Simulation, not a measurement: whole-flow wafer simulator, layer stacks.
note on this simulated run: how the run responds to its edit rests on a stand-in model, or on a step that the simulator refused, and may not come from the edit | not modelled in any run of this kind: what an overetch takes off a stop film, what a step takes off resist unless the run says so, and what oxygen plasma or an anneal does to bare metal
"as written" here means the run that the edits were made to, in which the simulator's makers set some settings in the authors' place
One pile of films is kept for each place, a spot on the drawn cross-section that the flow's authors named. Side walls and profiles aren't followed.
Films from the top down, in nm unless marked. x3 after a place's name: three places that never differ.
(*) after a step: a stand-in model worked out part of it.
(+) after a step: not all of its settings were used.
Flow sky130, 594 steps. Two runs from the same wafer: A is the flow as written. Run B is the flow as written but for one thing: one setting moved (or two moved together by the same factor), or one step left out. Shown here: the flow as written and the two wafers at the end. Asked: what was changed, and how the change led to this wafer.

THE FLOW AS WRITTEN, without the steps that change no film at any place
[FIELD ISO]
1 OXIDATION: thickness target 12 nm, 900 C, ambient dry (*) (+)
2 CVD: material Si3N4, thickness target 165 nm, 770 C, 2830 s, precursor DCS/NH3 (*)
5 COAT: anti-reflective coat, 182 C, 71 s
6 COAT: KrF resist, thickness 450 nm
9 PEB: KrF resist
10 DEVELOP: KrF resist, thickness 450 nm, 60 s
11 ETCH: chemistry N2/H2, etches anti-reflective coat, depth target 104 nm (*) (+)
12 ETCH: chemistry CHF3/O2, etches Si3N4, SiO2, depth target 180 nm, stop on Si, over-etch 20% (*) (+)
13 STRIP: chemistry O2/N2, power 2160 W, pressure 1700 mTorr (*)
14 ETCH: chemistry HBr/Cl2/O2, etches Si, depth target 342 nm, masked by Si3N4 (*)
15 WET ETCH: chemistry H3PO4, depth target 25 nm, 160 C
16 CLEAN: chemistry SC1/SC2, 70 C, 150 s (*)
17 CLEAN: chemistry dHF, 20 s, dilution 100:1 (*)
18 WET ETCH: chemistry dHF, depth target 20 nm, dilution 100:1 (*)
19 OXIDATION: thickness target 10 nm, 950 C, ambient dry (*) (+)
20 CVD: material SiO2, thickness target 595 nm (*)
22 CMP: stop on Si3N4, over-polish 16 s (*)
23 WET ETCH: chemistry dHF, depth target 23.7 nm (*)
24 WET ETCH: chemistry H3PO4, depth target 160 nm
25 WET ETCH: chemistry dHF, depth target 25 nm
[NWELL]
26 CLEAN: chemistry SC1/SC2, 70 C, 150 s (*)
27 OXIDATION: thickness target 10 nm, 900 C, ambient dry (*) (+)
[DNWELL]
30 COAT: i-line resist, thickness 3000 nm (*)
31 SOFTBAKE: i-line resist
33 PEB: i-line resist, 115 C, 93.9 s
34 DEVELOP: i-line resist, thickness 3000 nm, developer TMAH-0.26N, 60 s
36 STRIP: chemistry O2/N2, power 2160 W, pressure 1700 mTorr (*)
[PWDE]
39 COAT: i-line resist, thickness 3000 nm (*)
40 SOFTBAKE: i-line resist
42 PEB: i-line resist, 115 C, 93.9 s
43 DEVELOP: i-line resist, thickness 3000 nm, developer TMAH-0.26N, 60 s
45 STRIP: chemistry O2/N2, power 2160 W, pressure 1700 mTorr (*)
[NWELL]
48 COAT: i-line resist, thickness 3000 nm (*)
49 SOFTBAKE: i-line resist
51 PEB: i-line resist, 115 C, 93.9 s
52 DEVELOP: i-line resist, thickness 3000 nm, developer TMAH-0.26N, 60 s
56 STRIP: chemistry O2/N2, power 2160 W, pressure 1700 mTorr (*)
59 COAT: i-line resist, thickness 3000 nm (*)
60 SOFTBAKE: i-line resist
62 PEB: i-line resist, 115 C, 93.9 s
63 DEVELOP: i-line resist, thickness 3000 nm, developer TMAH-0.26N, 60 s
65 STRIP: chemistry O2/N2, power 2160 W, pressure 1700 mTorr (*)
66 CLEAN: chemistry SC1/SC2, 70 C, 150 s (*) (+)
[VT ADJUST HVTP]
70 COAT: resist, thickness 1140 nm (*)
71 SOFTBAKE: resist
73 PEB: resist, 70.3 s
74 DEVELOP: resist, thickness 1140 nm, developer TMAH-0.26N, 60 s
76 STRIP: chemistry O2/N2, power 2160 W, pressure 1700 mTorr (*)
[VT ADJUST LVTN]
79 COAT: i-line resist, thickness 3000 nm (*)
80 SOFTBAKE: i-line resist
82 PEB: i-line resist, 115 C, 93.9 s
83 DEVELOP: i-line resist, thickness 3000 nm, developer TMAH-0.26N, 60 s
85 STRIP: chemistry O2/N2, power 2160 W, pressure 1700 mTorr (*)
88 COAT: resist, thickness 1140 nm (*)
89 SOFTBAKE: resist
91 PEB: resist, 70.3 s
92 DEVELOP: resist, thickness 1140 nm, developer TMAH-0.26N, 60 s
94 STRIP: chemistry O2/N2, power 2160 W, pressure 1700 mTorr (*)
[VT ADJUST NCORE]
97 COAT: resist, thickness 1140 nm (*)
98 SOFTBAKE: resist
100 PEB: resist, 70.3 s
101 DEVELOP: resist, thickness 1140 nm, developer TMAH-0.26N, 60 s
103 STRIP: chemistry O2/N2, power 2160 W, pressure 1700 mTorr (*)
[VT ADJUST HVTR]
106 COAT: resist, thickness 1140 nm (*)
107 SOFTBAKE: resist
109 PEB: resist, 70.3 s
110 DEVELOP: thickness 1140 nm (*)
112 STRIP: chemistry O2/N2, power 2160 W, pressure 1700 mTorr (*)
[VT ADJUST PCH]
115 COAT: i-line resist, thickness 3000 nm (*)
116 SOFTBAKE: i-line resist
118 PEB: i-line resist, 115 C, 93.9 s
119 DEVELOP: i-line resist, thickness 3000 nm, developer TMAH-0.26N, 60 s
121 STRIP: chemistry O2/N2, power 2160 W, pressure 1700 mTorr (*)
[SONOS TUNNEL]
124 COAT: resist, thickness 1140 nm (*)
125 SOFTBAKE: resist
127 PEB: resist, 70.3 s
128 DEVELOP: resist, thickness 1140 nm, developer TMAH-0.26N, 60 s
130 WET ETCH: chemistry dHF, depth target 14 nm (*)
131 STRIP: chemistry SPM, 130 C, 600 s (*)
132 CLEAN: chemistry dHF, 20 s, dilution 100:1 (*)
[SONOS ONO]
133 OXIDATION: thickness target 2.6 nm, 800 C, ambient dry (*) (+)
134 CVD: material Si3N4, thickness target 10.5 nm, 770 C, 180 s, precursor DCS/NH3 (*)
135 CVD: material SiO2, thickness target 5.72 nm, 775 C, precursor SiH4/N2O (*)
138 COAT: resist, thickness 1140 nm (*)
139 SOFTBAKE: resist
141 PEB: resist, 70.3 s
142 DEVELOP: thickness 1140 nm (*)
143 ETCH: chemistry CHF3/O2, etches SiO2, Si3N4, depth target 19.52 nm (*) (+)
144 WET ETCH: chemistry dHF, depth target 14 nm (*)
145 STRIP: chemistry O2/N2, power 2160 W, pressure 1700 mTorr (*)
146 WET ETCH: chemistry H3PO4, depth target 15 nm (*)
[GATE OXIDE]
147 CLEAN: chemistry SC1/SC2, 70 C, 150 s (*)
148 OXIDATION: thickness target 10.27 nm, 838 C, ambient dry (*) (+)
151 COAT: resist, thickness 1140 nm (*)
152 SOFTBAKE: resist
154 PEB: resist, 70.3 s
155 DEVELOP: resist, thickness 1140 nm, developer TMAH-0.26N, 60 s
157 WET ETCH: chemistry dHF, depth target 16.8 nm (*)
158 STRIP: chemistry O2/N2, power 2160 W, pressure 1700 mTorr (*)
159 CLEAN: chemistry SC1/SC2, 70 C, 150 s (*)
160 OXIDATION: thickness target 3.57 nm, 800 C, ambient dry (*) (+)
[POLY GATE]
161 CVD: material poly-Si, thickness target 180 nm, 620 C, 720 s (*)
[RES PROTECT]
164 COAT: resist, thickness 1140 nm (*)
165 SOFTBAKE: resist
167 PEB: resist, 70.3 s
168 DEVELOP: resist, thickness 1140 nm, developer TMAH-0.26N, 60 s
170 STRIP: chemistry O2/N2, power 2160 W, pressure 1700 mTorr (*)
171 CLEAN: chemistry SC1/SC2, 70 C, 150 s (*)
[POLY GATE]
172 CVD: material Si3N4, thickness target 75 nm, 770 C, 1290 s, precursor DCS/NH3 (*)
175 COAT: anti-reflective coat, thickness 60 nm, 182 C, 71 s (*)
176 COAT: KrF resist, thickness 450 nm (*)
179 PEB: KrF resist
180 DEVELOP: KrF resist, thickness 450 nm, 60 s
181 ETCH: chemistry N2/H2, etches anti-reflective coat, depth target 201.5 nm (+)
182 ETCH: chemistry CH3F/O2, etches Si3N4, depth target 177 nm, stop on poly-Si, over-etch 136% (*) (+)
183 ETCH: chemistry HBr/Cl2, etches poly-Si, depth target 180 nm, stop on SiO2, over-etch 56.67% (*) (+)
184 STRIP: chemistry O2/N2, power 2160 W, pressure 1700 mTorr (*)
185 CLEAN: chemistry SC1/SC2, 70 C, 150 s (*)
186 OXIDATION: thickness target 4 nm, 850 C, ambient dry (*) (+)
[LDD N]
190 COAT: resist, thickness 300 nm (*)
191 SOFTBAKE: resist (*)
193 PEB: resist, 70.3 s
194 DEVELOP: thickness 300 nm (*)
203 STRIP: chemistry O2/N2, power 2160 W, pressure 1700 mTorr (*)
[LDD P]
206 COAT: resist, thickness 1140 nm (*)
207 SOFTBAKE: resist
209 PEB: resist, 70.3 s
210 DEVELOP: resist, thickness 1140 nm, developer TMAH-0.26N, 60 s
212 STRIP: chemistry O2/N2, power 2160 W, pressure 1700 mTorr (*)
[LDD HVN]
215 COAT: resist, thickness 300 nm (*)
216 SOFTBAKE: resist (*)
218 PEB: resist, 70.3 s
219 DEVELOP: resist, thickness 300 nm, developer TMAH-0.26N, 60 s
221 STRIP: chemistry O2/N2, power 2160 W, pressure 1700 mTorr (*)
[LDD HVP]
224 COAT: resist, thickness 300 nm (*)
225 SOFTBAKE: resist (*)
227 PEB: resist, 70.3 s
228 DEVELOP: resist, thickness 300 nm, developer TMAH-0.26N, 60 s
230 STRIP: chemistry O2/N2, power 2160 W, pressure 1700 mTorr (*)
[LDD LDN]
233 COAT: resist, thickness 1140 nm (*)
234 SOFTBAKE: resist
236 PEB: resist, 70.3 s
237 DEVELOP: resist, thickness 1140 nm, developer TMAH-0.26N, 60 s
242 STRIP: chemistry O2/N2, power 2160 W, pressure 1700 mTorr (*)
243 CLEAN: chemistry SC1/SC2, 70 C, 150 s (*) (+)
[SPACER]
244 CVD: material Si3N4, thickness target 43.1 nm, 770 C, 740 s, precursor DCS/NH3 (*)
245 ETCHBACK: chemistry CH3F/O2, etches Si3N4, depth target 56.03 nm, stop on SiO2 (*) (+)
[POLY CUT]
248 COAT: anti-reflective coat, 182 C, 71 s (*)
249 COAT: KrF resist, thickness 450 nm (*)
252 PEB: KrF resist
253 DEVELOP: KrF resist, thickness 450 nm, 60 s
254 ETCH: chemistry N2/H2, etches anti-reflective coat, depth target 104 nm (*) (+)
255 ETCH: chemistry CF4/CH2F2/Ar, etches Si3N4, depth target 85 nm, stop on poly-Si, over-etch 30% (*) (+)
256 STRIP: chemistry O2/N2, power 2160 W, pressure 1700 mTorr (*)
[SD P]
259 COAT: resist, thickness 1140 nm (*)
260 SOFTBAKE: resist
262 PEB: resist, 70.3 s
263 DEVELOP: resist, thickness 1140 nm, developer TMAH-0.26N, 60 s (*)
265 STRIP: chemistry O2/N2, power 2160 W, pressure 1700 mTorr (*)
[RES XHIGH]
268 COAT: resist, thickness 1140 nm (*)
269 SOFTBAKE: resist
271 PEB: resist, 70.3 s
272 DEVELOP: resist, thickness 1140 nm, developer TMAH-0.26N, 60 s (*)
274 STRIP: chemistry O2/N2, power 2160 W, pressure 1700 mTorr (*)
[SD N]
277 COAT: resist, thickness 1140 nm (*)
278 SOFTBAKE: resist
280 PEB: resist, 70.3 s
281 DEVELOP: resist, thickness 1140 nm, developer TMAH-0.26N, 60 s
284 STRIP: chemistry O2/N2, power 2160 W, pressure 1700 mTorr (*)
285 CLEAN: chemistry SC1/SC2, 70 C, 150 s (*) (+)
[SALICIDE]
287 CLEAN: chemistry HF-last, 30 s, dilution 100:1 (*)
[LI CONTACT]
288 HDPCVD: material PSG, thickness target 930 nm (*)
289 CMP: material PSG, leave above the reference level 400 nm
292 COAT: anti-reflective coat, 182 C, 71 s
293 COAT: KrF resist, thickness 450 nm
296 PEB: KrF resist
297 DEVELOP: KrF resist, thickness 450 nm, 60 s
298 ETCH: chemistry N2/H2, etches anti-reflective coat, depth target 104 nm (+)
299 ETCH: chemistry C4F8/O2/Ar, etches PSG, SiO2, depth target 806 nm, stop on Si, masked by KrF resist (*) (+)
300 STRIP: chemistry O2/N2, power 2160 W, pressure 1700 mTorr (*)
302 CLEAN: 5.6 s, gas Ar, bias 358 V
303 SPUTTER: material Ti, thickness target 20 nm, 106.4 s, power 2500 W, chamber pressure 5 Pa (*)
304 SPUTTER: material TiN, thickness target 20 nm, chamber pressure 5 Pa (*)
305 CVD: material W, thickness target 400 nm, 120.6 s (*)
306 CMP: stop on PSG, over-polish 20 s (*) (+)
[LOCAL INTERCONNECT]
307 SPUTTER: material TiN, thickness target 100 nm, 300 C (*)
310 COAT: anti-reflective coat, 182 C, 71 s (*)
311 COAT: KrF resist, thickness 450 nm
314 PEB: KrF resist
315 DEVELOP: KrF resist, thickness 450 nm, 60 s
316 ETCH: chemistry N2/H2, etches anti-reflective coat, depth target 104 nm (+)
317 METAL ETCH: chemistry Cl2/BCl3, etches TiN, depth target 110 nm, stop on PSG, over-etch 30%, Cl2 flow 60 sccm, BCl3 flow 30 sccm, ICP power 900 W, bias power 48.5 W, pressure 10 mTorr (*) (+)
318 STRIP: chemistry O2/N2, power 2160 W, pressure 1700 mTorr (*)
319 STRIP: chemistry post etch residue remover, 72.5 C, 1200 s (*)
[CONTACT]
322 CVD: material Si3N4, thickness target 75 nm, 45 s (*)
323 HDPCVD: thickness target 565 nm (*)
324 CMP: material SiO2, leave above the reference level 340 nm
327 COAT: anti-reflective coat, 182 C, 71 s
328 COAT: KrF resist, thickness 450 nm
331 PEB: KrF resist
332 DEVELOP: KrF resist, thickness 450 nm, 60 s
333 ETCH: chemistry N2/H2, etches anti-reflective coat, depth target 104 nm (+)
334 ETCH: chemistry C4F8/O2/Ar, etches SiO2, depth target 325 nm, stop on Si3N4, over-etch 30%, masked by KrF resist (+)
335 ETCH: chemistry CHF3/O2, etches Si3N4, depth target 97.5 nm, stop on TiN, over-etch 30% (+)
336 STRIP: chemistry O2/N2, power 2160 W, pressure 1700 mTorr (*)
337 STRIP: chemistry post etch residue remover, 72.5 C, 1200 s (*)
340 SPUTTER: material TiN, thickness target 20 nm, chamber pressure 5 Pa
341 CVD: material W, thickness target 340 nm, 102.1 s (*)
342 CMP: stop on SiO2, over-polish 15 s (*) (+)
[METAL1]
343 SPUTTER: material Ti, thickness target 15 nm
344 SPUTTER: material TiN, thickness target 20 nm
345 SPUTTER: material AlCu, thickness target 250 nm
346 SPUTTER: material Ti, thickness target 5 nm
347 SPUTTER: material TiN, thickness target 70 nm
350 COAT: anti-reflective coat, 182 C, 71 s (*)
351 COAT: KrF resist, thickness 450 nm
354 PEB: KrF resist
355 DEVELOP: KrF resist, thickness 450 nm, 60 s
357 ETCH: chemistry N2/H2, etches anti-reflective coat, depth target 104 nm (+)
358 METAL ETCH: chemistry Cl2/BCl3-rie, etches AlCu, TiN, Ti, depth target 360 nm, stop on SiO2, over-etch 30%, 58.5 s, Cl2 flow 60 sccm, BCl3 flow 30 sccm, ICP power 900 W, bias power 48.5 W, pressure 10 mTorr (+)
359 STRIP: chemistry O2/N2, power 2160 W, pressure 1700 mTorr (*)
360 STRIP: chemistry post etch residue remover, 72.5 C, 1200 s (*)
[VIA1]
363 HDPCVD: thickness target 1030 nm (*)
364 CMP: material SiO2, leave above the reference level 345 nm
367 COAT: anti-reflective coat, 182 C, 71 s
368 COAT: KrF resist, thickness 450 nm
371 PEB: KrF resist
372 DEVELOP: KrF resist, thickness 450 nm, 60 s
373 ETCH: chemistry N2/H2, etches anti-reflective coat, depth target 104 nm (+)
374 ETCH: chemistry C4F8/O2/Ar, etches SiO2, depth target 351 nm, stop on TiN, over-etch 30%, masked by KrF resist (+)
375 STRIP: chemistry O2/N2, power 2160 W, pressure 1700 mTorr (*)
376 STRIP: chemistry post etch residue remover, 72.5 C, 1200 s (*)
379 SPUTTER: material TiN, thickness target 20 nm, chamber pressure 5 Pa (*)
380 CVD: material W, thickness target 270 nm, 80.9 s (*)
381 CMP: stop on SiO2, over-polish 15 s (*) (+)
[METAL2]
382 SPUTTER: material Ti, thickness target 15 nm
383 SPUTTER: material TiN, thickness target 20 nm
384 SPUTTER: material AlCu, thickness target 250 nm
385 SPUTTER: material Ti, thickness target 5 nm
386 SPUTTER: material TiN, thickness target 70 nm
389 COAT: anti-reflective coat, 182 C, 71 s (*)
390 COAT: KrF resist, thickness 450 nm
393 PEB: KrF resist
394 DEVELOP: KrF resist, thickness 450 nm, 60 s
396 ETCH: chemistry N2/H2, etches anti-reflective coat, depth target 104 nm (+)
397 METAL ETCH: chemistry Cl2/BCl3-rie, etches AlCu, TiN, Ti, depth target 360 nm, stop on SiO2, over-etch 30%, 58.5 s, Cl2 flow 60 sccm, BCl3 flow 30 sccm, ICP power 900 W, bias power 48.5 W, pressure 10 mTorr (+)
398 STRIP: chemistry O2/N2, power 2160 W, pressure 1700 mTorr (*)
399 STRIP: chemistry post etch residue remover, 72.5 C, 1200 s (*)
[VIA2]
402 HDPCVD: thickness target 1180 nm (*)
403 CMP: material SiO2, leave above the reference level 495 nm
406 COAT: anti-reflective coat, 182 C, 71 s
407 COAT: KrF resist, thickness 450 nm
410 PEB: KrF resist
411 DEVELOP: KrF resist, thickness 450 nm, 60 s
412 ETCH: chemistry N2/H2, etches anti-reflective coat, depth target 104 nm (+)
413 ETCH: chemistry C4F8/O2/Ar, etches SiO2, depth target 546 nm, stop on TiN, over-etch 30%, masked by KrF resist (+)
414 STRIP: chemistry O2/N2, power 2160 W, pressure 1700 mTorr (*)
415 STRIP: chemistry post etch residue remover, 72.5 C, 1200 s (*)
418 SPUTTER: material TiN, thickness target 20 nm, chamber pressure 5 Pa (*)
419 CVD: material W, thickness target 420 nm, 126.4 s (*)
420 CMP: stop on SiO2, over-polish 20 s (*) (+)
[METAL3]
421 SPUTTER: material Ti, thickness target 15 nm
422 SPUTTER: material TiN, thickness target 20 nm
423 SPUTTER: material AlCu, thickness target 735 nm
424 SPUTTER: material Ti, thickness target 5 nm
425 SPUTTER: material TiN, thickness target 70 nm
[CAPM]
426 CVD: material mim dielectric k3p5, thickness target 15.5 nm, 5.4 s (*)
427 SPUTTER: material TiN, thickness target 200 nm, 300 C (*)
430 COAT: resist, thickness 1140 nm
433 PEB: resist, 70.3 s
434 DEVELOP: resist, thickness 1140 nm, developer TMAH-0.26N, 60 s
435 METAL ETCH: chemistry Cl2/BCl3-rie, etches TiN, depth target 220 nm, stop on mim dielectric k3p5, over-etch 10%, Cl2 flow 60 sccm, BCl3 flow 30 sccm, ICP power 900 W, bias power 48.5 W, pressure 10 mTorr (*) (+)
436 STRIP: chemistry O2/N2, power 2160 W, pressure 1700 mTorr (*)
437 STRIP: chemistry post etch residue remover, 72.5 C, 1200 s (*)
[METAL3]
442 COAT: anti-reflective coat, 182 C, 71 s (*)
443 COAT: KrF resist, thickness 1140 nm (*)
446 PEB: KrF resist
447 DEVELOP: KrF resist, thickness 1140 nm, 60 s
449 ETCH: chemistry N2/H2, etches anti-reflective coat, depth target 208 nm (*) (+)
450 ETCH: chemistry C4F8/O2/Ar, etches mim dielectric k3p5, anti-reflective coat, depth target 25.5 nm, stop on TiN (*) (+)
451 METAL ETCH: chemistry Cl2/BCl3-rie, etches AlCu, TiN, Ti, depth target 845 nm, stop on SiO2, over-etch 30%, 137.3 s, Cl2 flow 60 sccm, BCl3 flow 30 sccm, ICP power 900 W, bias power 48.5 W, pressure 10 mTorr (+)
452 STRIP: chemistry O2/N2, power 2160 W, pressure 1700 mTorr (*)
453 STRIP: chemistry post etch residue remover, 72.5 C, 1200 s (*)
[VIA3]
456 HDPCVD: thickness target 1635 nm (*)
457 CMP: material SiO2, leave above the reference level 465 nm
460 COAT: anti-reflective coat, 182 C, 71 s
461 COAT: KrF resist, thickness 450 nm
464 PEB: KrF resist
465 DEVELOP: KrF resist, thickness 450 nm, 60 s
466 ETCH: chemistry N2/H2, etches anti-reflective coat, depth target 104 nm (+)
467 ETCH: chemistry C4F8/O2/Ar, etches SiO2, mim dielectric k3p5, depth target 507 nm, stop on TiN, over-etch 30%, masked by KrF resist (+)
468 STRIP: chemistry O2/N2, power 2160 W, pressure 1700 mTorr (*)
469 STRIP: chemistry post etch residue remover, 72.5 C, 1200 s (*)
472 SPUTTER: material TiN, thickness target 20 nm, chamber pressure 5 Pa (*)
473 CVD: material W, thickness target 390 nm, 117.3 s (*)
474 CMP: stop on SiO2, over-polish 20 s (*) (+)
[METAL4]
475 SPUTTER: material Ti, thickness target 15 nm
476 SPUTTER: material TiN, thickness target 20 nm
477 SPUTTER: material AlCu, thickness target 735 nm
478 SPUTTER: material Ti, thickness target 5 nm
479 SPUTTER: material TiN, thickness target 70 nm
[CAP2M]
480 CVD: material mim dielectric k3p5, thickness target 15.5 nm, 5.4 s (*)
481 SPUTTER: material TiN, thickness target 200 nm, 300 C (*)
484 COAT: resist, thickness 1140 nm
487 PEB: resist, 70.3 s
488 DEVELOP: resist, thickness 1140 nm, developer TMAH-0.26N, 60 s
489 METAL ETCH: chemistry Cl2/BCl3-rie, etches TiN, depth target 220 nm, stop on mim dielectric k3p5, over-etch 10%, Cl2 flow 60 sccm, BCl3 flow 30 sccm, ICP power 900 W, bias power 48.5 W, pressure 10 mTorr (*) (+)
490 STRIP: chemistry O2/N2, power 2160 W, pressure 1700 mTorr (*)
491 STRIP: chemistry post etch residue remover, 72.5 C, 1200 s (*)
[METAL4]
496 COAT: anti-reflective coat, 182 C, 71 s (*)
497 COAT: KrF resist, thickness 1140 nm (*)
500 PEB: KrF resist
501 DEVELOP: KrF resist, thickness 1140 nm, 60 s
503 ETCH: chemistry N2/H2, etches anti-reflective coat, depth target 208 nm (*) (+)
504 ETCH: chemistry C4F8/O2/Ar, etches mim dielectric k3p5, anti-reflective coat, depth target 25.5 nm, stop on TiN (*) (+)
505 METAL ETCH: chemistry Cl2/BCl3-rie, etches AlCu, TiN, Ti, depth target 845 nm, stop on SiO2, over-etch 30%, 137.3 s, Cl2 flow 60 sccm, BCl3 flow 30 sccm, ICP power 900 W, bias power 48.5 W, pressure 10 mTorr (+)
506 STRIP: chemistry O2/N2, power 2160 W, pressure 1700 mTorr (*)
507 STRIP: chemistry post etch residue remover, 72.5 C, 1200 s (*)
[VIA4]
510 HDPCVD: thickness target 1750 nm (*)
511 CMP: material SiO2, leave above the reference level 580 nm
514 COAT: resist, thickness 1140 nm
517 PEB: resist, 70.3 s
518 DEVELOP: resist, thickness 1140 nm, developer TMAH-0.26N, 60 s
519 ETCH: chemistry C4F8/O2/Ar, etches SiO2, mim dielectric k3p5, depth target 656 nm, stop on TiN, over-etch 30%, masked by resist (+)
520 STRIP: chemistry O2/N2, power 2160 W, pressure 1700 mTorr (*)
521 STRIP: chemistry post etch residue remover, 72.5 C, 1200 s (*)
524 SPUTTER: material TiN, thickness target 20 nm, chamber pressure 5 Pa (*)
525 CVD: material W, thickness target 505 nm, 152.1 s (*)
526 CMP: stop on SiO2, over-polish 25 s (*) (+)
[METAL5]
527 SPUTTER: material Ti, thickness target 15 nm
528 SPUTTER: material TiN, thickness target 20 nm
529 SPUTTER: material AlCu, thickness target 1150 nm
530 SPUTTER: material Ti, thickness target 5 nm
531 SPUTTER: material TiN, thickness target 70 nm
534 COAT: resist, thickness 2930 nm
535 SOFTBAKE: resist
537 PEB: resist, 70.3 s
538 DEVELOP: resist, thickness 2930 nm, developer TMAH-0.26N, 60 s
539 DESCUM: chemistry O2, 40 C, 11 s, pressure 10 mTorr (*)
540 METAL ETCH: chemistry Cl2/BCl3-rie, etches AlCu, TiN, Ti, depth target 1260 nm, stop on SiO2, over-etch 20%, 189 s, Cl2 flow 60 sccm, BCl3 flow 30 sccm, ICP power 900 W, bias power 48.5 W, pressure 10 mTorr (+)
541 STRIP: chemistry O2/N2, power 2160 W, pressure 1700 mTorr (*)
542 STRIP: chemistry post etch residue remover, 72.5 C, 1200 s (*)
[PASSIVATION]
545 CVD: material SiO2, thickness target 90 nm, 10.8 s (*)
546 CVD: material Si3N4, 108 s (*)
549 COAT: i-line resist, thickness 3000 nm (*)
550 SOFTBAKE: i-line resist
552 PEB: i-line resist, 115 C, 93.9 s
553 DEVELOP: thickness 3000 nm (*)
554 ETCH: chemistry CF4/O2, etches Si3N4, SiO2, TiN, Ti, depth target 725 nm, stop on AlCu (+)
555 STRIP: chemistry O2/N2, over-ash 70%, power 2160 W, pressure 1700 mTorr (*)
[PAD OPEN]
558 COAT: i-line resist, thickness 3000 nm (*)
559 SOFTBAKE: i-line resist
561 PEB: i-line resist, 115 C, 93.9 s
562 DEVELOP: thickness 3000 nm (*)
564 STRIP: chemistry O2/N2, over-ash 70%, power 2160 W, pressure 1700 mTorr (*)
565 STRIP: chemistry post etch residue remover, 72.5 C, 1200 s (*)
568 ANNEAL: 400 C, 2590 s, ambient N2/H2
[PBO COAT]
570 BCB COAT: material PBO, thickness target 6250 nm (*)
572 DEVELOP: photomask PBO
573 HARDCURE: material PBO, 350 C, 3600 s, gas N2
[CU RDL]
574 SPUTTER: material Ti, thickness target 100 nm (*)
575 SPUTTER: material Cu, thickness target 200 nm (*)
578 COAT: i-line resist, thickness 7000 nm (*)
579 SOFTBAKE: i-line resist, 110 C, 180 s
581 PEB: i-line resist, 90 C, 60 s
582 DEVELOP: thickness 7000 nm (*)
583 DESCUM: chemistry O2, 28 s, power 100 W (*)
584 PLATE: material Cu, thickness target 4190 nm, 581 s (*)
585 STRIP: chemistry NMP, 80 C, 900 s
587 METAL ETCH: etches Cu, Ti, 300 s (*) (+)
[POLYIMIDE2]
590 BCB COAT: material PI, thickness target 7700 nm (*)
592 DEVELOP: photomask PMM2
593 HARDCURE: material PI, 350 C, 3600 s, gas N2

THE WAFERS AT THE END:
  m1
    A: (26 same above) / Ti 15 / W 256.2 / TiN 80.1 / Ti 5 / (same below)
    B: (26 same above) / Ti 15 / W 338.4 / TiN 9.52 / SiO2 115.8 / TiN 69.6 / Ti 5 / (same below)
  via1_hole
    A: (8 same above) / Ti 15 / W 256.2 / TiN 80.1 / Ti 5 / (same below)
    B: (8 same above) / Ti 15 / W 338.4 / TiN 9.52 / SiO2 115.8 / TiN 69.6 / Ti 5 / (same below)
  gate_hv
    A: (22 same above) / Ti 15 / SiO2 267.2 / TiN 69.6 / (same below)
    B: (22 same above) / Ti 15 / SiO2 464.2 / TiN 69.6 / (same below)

The cause: step 364, CMP: leave above the reference level 542 nm was run, where the flow has leave above the reference level 345 nm.

How the change led to this, step by step:
  364 CMP: material SiO2, leave above the reference level 345 nm
      n_well, p_well, gate_hv and 100 more: A SiO2 -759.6 | B SiO2 -562.6
      field, active, gate and 81 more: A SiO2 -389.1 | B SiO2 -192.1
      (and at 4 more places)
  374 ETCH: chemistry C4F8/O2/Ar, etches SiO2, depth target 351 nm, stop on TiN, over-etch 30%, masked by KrF resist (+)
      m1, via1_hole: A SiO2 -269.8 (all of it) | B SiO2 -351
  379 SPUTTER: material TiN, thickness target 20 nm, chamber pressure 5 Pa (*)
      m1: A TiN +11 | B TiN +9.52 (new film)
      via1_hole: A TiN +10.9 | B TiN +9.52 (new film)
  380 CVD: material W, thickness target 270 nm, 80.9 s (*)
      m1, via1_hole: A W +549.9 (new film) | B W +632.1 (new film)
Counting metal films that touch as one body, m1 has 3 bodies (between them, from the top down: SiO2 115.8; SiO2 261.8 / Si3N4 75); the flow as written gives 2 bodies (between them, from the top down: SiO2 261.8 / Si3N4 75).
Counting metal films that touch as one body, via1_hole has 2 bodies (between them, from the top down: SiO2 115.8); the flow as written gives 1 body.
